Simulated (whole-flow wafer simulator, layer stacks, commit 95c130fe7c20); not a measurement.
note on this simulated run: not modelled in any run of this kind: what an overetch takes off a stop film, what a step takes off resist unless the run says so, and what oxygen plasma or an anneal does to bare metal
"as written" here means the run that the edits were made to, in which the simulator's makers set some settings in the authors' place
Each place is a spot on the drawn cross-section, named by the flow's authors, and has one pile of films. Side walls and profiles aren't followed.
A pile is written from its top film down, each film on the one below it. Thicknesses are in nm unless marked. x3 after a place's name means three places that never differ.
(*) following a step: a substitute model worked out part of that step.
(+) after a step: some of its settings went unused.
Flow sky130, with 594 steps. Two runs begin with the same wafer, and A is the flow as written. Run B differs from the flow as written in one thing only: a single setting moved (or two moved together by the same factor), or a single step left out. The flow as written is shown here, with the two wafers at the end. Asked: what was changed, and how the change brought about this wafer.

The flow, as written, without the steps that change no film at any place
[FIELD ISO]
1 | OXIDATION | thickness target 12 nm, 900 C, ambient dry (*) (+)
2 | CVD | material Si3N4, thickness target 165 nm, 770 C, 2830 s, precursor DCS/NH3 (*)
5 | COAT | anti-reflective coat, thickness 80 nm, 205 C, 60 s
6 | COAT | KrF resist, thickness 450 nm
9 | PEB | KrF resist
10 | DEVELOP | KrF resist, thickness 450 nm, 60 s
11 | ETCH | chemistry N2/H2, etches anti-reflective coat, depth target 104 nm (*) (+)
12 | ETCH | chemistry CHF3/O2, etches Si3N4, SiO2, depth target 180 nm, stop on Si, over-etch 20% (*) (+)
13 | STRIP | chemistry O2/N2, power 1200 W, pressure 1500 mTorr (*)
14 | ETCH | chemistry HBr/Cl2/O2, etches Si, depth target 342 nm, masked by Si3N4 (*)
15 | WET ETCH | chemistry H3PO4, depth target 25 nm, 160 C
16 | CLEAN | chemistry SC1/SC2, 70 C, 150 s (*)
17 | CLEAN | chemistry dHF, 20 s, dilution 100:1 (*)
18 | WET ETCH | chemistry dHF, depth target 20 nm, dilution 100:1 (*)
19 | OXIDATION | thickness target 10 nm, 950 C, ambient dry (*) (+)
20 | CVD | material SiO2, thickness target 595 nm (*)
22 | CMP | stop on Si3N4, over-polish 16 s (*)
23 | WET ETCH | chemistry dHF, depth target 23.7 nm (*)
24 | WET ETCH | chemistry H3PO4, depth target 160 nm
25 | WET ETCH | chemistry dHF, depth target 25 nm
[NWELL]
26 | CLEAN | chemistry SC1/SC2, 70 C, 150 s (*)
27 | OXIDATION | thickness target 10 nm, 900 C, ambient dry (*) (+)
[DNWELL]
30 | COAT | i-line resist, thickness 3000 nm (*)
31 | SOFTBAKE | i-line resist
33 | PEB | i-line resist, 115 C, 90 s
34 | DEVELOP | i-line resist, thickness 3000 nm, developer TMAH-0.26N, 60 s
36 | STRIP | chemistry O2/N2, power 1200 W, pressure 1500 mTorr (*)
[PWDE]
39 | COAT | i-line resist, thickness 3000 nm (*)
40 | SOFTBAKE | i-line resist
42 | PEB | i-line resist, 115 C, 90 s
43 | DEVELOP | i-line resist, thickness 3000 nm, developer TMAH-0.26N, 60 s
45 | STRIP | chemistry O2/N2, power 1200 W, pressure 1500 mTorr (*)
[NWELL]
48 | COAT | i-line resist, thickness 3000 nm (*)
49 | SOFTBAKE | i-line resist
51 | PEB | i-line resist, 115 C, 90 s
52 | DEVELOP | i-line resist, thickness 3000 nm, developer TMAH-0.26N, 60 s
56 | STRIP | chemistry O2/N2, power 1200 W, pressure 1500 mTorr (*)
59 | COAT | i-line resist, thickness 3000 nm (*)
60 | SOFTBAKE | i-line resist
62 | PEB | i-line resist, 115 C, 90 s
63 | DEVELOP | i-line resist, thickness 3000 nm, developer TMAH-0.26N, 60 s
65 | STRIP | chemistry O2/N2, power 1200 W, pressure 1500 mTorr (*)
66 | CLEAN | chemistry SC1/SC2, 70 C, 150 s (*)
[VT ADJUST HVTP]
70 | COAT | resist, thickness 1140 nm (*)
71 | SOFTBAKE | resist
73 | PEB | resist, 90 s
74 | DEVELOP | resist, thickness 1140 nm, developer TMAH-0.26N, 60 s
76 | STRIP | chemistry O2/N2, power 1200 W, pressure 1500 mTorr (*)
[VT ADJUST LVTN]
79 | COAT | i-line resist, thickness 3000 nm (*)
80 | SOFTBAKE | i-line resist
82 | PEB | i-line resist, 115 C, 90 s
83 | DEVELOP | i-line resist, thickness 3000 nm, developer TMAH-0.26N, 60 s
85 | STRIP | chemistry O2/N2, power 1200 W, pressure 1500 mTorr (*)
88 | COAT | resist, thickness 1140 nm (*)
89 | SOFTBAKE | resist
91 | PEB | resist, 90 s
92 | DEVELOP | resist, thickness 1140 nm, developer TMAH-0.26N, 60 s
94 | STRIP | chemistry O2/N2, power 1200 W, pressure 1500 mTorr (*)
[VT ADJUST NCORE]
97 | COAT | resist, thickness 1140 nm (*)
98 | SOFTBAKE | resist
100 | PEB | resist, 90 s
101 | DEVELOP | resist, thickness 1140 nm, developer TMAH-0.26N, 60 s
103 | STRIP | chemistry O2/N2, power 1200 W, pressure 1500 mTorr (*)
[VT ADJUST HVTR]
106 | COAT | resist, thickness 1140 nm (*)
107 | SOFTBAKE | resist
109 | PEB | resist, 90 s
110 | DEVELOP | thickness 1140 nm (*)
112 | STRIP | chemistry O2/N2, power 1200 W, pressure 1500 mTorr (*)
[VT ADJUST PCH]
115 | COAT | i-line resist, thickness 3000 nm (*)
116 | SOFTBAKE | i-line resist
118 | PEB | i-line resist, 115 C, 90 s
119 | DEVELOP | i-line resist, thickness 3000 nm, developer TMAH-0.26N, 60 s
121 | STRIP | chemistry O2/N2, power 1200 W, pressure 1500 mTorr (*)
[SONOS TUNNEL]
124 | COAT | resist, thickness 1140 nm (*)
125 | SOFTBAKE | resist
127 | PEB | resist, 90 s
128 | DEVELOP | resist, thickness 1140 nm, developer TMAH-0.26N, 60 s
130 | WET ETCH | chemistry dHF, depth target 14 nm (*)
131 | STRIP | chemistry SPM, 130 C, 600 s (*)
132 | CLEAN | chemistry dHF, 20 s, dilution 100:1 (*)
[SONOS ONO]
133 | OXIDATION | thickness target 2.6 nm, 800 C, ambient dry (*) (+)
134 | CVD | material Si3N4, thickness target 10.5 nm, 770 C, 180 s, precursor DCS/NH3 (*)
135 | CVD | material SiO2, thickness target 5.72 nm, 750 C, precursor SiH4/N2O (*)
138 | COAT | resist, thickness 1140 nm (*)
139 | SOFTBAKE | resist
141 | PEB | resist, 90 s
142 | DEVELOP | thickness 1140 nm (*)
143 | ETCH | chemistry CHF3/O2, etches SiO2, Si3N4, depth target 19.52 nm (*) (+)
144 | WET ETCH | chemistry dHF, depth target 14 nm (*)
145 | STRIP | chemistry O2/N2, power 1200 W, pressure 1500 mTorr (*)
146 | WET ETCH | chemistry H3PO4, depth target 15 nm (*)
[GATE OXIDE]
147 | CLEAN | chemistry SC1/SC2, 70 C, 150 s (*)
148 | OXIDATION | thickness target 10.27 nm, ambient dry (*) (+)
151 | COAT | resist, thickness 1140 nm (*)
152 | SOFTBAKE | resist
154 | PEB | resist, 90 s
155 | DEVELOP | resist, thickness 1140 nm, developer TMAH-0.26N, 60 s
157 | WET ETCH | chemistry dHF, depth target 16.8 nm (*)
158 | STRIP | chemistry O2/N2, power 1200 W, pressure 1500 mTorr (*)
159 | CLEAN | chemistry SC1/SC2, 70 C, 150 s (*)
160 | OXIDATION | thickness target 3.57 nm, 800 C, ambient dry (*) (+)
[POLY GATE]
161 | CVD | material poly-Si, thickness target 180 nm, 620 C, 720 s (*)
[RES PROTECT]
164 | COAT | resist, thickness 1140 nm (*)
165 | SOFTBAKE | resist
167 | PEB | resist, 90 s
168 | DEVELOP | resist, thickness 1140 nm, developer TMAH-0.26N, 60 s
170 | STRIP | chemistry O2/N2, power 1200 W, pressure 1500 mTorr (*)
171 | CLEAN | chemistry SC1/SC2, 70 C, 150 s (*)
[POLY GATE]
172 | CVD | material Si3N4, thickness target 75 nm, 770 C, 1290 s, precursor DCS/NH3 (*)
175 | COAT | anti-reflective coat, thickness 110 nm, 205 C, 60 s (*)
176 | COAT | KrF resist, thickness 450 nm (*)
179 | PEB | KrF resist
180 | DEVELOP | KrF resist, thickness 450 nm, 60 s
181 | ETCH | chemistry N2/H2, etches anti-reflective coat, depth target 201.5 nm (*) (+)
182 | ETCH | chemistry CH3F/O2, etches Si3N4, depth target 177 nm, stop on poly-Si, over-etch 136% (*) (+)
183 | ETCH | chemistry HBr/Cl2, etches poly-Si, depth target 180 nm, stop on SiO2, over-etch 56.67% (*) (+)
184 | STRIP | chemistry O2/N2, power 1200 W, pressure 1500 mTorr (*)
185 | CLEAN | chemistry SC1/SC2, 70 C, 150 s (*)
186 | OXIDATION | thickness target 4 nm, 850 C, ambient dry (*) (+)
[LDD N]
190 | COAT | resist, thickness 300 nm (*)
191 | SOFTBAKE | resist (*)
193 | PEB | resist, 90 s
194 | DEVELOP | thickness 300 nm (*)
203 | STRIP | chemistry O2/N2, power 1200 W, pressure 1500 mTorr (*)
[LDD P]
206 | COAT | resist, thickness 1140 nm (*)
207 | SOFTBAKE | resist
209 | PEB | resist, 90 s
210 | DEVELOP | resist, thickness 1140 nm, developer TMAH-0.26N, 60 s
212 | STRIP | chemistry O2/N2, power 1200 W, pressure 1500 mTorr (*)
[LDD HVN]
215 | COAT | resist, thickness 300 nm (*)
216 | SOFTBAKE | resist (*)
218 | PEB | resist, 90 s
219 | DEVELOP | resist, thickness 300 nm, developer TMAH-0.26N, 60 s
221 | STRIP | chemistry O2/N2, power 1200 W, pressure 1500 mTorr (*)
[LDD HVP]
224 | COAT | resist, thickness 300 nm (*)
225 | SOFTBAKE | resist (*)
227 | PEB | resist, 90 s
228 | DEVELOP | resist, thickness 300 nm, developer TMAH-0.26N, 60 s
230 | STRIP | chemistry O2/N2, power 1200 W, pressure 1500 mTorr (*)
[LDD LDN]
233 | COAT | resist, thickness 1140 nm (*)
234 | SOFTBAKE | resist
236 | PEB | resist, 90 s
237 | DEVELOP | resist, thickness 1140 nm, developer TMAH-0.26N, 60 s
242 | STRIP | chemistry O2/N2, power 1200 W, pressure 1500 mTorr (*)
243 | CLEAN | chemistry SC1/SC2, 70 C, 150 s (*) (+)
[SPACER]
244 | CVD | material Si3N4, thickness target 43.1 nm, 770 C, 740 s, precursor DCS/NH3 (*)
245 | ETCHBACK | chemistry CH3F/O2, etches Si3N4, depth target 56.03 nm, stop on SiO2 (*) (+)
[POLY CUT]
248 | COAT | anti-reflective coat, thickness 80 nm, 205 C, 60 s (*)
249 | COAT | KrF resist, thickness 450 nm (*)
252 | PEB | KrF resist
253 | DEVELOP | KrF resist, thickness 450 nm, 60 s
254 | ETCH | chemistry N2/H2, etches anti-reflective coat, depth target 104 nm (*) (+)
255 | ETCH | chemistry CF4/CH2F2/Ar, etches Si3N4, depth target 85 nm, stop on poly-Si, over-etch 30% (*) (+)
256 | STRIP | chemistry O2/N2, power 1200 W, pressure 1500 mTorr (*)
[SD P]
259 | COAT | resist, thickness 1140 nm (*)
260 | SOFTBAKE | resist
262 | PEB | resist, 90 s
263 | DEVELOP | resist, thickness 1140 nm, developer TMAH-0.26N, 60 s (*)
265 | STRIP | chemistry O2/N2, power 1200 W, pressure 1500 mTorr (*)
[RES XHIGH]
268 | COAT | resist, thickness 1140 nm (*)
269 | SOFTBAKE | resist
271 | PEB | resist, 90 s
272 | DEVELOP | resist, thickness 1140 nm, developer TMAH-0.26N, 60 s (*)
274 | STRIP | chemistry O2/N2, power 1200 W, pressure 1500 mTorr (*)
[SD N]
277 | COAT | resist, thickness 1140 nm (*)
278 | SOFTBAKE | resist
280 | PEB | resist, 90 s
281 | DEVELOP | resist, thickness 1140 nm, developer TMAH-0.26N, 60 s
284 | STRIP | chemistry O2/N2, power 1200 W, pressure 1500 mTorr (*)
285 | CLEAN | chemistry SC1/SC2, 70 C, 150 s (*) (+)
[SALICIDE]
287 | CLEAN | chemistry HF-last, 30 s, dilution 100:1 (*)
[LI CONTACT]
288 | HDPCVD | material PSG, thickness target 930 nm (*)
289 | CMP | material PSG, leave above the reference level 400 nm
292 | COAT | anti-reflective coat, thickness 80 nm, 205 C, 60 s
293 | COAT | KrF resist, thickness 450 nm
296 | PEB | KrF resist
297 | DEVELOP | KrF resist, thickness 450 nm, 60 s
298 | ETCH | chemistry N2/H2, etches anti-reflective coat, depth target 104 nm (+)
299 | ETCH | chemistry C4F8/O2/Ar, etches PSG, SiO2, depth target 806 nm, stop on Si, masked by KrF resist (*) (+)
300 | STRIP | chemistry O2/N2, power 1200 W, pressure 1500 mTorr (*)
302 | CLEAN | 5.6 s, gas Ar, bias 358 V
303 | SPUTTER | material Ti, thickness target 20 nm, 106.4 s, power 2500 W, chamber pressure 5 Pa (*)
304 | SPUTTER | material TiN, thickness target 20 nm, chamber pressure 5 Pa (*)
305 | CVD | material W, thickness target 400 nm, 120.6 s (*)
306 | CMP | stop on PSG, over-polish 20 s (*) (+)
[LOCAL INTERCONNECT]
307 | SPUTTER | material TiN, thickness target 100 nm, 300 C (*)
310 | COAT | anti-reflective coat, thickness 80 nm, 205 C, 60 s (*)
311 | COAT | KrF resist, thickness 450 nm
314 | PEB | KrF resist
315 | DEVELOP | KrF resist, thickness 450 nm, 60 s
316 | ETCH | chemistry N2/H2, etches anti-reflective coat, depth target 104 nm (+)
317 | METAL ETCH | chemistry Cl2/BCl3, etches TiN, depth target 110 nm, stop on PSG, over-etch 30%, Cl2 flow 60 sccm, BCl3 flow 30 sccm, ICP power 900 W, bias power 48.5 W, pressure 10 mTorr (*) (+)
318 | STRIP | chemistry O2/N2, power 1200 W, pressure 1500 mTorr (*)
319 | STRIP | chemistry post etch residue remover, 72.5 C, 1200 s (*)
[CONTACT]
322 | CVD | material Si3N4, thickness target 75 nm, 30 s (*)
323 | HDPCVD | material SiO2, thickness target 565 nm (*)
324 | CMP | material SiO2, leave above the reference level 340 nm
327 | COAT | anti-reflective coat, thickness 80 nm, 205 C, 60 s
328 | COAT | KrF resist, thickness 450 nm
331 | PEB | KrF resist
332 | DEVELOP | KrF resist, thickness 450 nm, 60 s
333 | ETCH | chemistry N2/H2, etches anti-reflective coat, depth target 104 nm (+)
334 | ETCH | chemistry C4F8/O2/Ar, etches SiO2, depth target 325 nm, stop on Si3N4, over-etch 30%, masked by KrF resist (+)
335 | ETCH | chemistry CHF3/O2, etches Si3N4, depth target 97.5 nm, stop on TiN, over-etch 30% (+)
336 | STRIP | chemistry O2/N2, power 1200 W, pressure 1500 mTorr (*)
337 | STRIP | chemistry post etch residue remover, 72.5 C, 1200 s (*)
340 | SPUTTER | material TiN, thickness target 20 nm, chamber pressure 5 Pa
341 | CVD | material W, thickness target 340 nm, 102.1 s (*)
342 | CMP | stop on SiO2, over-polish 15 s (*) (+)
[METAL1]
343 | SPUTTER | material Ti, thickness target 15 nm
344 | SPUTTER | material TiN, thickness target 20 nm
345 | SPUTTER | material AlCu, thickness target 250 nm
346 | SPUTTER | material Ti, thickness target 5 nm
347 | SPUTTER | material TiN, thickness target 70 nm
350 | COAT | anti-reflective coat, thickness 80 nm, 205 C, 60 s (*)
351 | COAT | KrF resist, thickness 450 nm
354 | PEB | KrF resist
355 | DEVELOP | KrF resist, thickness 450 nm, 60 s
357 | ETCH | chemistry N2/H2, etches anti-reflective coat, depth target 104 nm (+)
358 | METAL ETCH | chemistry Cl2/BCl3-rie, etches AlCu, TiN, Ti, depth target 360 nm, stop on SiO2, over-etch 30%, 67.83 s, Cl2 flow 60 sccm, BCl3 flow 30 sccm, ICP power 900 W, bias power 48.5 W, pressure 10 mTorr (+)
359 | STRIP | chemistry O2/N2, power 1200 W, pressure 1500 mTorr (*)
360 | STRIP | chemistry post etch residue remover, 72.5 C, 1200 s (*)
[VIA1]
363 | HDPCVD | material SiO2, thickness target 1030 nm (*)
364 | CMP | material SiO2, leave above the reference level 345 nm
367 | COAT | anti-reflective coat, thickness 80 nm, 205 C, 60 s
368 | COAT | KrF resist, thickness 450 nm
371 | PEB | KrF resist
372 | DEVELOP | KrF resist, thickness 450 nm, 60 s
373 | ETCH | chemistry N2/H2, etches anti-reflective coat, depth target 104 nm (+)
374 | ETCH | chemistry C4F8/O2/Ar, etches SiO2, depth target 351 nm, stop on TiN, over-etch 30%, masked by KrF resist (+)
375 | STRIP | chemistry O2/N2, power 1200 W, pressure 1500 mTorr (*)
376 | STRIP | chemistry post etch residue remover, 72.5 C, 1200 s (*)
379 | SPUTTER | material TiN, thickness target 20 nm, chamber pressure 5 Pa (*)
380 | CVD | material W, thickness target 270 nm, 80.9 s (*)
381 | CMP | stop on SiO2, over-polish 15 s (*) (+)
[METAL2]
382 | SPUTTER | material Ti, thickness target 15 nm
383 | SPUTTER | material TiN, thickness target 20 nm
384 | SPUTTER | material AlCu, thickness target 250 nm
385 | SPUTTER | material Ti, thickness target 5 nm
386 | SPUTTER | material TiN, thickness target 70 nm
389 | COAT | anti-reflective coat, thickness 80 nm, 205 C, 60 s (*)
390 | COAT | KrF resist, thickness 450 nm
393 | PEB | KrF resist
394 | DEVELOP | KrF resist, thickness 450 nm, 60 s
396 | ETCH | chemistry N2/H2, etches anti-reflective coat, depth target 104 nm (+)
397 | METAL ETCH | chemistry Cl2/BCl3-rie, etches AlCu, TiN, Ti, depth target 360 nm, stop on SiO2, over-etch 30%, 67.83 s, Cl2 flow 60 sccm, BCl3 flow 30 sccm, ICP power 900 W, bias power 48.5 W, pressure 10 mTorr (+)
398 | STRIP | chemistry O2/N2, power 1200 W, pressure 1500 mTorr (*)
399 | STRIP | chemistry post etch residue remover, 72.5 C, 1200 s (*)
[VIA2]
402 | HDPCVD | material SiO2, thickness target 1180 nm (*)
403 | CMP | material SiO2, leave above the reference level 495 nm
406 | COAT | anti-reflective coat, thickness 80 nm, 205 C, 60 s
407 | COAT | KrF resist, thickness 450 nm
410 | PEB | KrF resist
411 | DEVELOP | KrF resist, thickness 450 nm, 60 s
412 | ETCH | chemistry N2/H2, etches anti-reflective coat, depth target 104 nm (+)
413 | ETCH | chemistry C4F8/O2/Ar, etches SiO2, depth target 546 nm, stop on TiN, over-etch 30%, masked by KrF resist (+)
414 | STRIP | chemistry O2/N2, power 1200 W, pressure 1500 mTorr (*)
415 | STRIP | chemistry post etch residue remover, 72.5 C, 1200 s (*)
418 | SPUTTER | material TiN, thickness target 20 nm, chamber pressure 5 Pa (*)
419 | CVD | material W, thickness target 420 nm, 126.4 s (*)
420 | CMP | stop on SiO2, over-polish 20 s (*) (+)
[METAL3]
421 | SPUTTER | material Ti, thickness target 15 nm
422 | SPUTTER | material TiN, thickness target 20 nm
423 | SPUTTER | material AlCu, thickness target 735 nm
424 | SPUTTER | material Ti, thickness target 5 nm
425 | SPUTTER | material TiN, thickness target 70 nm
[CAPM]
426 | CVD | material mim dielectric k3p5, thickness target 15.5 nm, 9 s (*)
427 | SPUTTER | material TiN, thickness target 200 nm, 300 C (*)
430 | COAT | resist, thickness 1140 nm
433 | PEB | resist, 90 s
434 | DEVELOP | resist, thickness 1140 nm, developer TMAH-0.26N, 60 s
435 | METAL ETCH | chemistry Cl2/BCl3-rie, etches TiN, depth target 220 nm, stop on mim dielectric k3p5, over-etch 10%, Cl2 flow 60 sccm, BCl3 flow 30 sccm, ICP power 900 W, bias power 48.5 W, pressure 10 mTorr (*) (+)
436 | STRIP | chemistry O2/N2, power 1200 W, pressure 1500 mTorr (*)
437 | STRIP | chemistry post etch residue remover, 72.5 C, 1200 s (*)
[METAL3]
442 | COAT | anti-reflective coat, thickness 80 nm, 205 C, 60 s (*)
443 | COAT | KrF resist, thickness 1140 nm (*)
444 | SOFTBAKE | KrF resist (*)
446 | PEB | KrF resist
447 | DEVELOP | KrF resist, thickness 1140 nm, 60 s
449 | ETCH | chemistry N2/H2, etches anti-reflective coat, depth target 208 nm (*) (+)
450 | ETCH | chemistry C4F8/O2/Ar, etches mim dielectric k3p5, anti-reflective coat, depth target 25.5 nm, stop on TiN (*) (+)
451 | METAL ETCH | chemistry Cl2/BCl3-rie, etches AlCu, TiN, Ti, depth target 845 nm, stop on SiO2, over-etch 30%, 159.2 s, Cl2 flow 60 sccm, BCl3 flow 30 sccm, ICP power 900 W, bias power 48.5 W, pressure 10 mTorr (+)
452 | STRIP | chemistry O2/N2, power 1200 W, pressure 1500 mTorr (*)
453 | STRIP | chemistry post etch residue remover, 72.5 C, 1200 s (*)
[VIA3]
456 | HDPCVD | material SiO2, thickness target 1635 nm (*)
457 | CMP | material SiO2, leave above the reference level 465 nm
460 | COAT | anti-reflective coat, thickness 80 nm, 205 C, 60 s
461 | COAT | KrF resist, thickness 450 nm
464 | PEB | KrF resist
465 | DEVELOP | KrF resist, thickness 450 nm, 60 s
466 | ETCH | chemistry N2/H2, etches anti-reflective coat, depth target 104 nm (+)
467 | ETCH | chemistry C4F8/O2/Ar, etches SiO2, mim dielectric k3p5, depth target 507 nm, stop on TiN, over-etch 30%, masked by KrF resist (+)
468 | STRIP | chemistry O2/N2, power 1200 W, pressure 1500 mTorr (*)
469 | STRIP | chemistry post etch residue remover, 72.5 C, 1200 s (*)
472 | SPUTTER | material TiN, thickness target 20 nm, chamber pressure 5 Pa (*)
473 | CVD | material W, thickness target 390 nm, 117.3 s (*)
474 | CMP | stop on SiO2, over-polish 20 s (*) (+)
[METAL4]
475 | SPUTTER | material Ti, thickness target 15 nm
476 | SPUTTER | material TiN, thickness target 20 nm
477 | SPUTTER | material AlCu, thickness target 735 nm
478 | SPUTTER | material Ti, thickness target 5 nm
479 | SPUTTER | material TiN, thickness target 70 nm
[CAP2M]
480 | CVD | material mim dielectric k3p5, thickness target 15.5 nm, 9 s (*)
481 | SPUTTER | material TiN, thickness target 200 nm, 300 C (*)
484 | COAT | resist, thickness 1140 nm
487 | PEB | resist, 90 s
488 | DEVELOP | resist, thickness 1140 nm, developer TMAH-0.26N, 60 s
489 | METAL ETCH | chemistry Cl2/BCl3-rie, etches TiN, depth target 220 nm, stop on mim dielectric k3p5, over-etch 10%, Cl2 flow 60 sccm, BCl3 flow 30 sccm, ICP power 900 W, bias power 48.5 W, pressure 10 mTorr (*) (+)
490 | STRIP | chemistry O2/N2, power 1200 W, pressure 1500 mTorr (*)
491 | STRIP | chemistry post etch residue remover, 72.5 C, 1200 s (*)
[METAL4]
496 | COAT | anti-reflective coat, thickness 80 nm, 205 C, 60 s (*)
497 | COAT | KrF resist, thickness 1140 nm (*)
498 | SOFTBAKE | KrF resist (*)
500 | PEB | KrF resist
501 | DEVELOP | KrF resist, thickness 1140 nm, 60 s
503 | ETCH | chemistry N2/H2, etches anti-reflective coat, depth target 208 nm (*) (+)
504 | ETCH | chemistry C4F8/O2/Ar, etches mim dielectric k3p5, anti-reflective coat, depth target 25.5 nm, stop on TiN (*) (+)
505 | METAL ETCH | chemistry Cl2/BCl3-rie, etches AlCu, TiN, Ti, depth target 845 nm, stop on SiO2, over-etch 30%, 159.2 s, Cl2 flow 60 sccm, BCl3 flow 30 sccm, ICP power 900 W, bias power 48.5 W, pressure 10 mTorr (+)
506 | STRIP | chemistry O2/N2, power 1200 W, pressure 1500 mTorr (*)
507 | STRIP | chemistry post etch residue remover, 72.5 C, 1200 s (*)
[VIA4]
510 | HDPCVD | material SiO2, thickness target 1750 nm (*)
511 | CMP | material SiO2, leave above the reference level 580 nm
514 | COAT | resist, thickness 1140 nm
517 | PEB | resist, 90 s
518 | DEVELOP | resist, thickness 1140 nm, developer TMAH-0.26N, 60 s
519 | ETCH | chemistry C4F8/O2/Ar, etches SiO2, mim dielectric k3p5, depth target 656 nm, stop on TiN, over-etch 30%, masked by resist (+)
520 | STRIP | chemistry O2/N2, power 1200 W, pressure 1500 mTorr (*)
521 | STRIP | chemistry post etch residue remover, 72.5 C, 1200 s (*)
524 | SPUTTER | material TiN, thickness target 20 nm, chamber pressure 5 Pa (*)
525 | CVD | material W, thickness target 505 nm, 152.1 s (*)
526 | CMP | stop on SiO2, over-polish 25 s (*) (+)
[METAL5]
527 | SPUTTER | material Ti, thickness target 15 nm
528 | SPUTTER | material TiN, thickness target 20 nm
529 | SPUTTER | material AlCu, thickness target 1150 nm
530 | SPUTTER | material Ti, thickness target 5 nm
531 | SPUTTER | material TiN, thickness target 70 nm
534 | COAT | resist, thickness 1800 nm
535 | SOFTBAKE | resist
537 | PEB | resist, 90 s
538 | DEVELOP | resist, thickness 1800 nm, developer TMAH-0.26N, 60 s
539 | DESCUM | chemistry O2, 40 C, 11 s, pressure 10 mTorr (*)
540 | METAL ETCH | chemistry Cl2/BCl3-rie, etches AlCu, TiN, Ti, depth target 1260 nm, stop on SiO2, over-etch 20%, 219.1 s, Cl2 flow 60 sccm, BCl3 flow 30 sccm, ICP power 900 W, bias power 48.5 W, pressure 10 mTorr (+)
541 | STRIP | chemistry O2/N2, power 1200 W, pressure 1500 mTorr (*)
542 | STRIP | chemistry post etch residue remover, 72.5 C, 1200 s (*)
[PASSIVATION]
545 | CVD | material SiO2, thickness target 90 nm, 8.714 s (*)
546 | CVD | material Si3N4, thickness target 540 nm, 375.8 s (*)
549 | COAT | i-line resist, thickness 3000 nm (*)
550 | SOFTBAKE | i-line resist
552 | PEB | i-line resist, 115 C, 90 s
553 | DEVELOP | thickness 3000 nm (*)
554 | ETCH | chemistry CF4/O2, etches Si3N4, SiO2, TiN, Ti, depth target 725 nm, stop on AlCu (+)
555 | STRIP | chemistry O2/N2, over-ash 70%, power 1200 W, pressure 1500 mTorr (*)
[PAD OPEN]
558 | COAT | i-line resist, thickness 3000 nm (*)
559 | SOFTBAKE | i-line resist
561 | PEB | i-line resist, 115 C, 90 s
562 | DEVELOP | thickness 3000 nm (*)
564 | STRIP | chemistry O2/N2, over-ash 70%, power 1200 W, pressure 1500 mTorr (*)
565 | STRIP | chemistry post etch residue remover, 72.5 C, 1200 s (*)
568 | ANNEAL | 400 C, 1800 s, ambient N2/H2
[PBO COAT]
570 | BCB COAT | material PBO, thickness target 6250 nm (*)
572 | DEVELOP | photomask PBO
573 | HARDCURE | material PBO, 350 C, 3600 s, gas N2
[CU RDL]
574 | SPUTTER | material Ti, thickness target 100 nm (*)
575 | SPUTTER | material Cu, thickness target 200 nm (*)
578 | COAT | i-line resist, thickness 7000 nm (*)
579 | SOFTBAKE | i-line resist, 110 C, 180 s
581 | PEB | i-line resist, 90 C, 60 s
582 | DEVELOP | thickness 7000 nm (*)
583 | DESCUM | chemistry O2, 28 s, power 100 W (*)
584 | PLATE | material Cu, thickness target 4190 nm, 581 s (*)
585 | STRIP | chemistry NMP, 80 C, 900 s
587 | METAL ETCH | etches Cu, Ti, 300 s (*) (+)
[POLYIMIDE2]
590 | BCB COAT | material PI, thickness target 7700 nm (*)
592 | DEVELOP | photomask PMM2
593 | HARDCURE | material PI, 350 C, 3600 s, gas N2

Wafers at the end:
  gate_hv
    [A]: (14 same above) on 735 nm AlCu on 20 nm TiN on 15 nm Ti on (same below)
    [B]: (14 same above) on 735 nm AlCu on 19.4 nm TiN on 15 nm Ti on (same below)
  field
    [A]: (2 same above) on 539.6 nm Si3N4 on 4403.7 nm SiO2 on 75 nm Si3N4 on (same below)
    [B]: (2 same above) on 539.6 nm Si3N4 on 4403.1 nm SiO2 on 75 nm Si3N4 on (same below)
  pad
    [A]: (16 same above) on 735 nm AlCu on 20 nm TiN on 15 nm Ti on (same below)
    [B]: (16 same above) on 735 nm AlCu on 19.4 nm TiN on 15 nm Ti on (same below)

What caused this: step 422, SPUTTER: thickness target 19.4 nm was run, whereas the flow has thickness target 20 nm.
One can read it off the wafer: gate_hv has TiN 19.4, and step 422 as written asks for 20 nm.

The path from the change to this, step by step:
  422 | SPUTTER | material TiN, thickness target 20 nm
      field, active, n_well and 188 more: A TiN gains 20 (new film) | B TiN gains 19.4 (new film)
  451 | METAL ETCH | chemistry Cl2/BCl3-rie, etches AlCu, TiN, Ti, depth target 845 nm, stop on SiO2, over-etch 30%, 159.2 s, Cl2 flow 60 sccm, BCl3 flow 30 sccm, ICP power 900 W, bias power 48.5 W, pressure 10 mTorr (+)
      field, active, gate and 69 more: A TiN loses 70 (all of it), Ti loses 5 (all of it), AlCu loses 735 (all of it), TiN loses 20 (all of it), Ti loses 15 (all of it), SiO2 loses 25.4 | B TiN loses 70 (all of it), Ti loses 5 (all of it), AlCu loses 735 (all of it), TiN loses 19.4 (all of it), Ti loses 15 (all of it), SiO2 loses 25.4
      vpp_ln, vpp_iso2, ndiff_ln and 10 more: A TiN loses 70 (all of it), Ti loses 5 (all of it), AlCu loses 735 (all of it), TiN loses 20 (all of it), Ti loses 15 (all of it), SiO2 loses 25.3 | B TiN loses 70 (all of it), Ti loses 5 (all of it), AlCu loses 735 (all of it), TiN loses 19.4 (all of it), Ti loses 15 (all of it), SiO2 loses 25.4
